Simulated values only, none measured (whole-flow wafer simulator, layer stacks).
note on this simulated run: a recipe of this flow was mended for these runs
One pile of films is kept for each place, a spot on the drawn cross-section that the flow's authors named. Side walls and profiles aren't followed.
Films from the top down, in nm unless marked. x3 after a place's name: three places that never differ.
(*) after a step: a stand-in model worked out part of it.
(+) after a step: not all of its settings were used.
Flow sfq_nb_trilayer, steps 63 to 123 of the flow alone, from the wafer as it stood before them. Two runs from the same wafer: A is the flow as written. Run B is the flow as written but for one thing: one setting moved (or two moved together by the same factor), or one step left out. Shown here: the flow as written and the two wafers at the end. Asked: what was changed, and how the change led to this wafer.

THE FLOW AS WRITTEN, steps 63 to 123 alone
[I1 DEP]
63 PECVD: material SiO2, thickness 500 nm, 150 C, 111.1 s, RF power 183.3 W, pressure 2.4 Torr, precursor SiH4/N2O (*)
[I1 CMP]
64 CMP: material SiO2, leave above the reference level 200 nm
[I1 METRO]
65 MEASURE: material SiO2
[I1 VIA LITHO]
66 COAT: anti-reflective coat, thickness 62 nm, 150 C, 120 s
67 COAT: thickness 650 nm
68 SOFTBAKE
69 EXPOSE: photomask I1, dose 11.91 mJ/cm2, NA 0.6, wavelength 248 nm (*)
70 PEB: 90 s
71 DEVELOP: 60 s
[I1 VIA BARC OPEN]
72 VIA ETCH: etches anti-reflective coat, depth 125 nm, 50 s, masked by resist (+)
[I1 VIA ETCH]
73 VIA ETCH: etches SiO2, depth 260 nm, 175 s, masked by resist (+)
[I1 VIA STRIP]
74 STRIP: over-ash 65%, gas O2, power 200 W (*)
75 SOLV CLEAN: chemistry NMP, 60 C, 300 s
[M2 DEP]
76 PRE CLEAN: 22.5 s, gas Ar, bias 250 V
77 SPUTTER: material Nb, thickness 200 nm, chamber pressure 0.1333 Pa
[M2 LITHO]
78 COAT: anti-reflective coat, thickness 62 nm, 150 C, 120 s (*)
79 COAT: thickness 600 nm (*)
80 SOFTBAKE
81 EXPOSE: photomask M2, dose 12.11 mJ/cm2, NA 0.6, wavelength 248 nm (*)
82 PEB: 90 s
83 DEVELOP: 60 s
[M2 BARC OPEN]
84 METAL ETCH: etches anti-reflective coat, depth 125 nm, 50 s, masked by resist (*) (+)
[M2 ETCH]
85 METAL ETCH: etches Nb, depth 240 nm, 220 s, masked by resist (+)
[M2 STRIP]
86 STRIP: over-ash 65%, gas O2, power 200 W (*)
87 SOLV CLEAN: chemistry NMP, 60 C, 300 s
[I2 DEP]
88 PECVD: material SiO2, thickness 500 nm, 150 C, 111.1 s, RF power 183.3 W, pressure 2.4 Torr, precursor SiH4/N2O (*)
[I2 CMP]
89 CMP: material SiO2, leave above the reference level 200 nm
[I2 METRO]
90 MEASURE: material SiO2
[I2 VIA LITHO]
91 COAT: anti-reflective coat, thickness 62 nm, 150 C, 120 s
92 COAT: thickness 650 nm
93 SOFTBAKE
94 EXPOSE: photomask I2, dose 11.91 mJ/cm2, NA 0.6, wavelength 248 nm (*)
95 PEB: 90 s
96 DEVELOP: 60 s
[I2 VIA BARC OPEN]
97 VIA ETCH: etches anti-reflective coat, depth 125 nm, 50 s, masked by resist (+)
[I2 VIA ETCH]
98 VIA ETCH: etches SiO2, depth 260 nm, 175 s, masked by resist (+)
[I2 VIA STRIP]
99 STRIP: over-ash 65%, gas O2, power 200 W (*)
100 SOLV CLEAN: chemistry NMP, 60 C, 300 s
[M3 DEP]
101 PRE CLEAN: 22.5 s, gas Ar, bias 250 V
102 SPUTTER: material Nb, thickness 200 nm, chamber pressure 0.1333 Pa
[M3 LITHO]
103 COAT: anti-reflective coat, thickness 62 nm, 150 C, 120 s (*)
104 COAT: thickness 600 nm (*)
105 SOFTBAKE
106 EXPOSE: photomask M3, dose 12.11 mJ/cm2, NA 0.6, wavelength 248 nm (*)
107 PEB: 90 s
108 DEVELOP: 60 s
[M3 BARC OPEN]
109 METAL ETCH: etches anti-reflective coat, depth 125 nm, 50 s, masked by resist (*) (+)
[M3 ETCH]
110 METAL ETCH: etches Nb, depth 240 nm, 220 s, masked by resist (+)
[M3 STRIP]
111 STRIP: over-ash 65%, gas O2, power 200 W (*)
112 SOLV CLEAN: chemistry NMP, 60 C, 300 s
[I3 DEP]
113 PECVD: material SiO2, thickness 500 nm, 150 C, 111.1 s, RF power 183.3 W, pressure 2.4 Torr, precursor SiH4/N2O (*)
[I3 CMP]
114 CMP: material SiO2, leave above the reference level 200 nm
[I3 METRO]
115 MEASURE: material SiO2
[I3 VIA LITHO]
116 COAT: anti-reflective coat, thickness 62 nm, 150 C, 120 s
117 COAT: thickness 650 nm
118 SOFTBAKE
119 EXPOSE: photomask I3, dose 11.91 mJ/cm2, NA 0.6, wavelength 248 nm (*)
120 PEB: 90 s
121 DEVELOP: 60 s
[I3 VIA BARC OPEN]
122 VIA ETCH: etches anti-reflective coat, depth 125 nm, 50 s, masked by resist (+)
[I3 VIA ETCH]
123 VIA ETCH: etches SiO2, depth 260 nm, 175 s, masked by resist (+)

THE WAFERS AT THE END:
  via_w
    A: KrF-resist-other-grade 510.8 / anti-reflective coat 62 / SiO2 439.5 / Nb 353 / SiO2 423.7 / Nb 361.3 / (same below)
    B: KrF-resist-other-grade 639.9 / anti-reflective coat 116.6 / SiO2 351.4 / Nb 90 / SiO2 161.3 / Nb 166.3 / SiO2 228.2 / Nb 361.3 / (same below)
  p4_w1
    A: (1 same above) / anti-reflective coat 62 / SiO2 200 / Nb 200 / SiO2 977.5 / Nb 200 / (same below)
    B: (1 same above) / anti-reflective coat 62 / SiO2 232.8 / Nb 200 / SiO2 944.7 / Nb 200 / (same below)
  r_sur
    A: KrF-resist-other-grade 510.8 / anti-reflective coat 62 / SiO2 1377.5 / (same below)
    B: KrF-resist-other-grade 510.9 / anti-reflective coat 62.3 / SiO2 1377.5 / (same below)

The cause: step 63, PECVD: 61.11 s was run, where the flow has 111.1 s.

How the change led to this, step by step:
  63 PECVD: material SiO2, thickness 500 nm, 150 C, 111.1 s, RF power 183.3 W, pressure 2.4 Torr, precursor SiH4/N2O (*)
      field_l, be, be_sur and 72 more: A SiO2 +500 | B SiO2 +275.2
      v_sur, via_wl, via_wr and 20 more: A SiO2 +500 (new film) | B SiO2 +275.2 (new film)
      (and at 8 more places)
  64 CMP: material SiO2, leave above the reference level 200 nm
      field_l, be, be_sur and 72 more: A SiO2 -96 | B nothing
      lsp_m, ln_m6, lsp_r, l0_sur, l0v: A SiO2 -90.8 | B nothing
      (and at 26 more places)
  66 COAT: anti-reflective coat, thickness 62 nm, 150 C, 120 s
      c5j, sp_r, r_sur, p3_s2, p3_s5: A anti-reflective coat +62 (new film) | B anti-reflective coat +64.7 (new film)
      p3_s3, p3_l4, p3_s4, m8r_gap_c: A anti-reflective coat +62 (new film) | B anti-reflective coat +63.4 (new film)
      (and at 85 more places)
  67 COAT: thickness 650 nm
      m0r_line_l x3: A KrF-resist-other-grade +650 (new film) | B KrF-resist-other-grade +688.8 (new film)
      m0r_line_r x3: A KrF-resist-other-grade +650 (new film) | B KrF-resist-other-grade +689.5 (new film)
      (and at 49 more places)
  71 DEVELOP: 60 s
      via_v: A KrF-resist-other-grade -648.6 (all of it) | B KrF-resist-other-grade -597.5 (all of it)
  72 VIA ETCH: etches anti-reflective coat, depth 125 nm, 50 s, masked by resist (+)
      via_v: A anti-reflective coat -62 (all of it), SiO2 -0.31 | B anti-reflective coat -65.8 (all of it), SiO2 -0.3
  74 STRIP: over-ash 65%, gas O2, power 200 W (*)
      m0r_line_l x3: A KrF-resist-other-grade -510.8 (all of it), anti-reflective coat -62 (all of it) | B KrF-resist-other-grade -549.5 (all of it), anti-reflective coat -51.3 (all of it)
      m0r_space_l, m6r_space_l x2: A KrF-resist-other-grade -510.8 (all of it), anti-reflective coat -62 (all of it) | B KrF-resist-other-grade -519.5 (all of it), anti-reflective coat -88.2 (all of it)
      (and at 93 more places)
  77 SPUTTER: material Nb, thickness 200 nm, chamber pressure 0.1333 Pa
      be, lsp_l: A Nb +200 (new film) | B Nb +188.3 (new film)
      via_w: A Nb +200 (new film) | B Nb +166.3 (new film)
  78 COAT: anti-reflective coat, thickness 62 nm, 150 C, 120 s (*)
      p3_s3, p3_l4, p3_s4: A anti-reflective coat +62 (new film) | B anti-reflective coat +63.3 (new film)
      m0r_line_l x3: A anti-reflective coat +62 (new film) | B anti-reflective coat +48.6 (new film)
      (and at 90 more places)
  79 COAT: thickness 600 nm (*)
      m0r_line_l x3: A KrF-resist-other-grade +600 (new film) | B KrF-resist-other-grade +638.7 (new film)
      m0r_line_r x3: A KrF-resist-other-grade +600 (new film) | B KrF-resist-other-grade +638.4 (new film)
      (and at 50 more places)
  83 DEVELOP: 60 s
      m0r_line_l x3: A KrF-resist-other-grade -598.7 (all of it) | B KrF-resist-other-grade -637.4 (all of it)
      m0r_line_r x3: A KrF-resist-other-grade -598.7 (all of it) | B KrF-resist-other-grade -637.1 (all of it)
      (and at 34 more places)
  84 METAL ETCH: etches anti-reflective coat, depth 125 nm, 50 s, masked by resist (*) (+)
      m5r_linepad_l, m5r_linepad_r, r5r_spacepad_l, r5r_spacepad_r, m8r_pad_l, m8r_pad_r: A anti-reflective coat -62 (all of it) | B anti-reflective coat -125
      p3_s3, p3_l4, p3_s4: A anti-reflective coat -62 (all of it) | B anti-reflective coat -63.3 (all of it)
      (and at 66 more places)
  85 METAL ETCH: etches Nb, depth 240 nm, 220 s, masked by resist (+)
      m5r_linepad_l, m5r_linepad_r: A Nb -200 (all of it), SiO2 -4 | B anti-reflective coat -11 (all of it), Nb -200 (all of it), SiO2 -2.04
      r5r_spacepad_l, r5r_spacepad_r: A Nb -200 (all of it), SiO2 -4 | B anti-reflective coat -7.33 (all of it), Nb -200 (all of it), SiO2 -2.69
      (and at 2 more places)
  86 STRIP: over-ash 65%, gas O2, power 200 W (*)
      v_sur: A KrF-resist-other-grade -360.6 (all of it), anti-reflective coat -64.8 (all of it) | B KrF-resist-other-grade -309.1 (all of it), anti-reflective coat -42.8 (all of it)
      via_wl: A KrF-resist-other-grade -357.4 (all of it), anti-reflective coat -67.7 (all of it) | B KrF-resist-other-grade -317.6 (all of it), anti-reflective coat -34.1 (all of it)
      (and at 20 more places)
  88 PECVD: material SiO2, thickness 500 nm, 150 C, 111.1 s, RF power 183.3 W, pressure 2.4 Torr, precursor SiH4/N2O (*)
      via_w: A SiO2 +500 (new film) | B SiO2 +586.2 (new film)
  89 CMP: material SiO2, leave above the reference level 200 nm
      field_l, be, be_sur and 79 more: A SiO2 -96 | B nothing
      via_w: A SiO2 -300 | B SiO2 -157.1
  ... 15 more steps ...
  122 VIA ETCH: etches anti-reflective coat, depth 125 nm, 50 s, masked by resist (+)
      via_v: A anti-reflective coat -62 (all of it), SiO2 -0.31 | B anti-reflective coat -71 (all of it), SiO2 -0.27
Counting metal films that touch as one body, via_w has 3 bodies (between them, from the top down: SiO2 161.3; SiO2 228.2); the flow as written gives 2 bodies (between them, from the top down: SiO2 423.7).
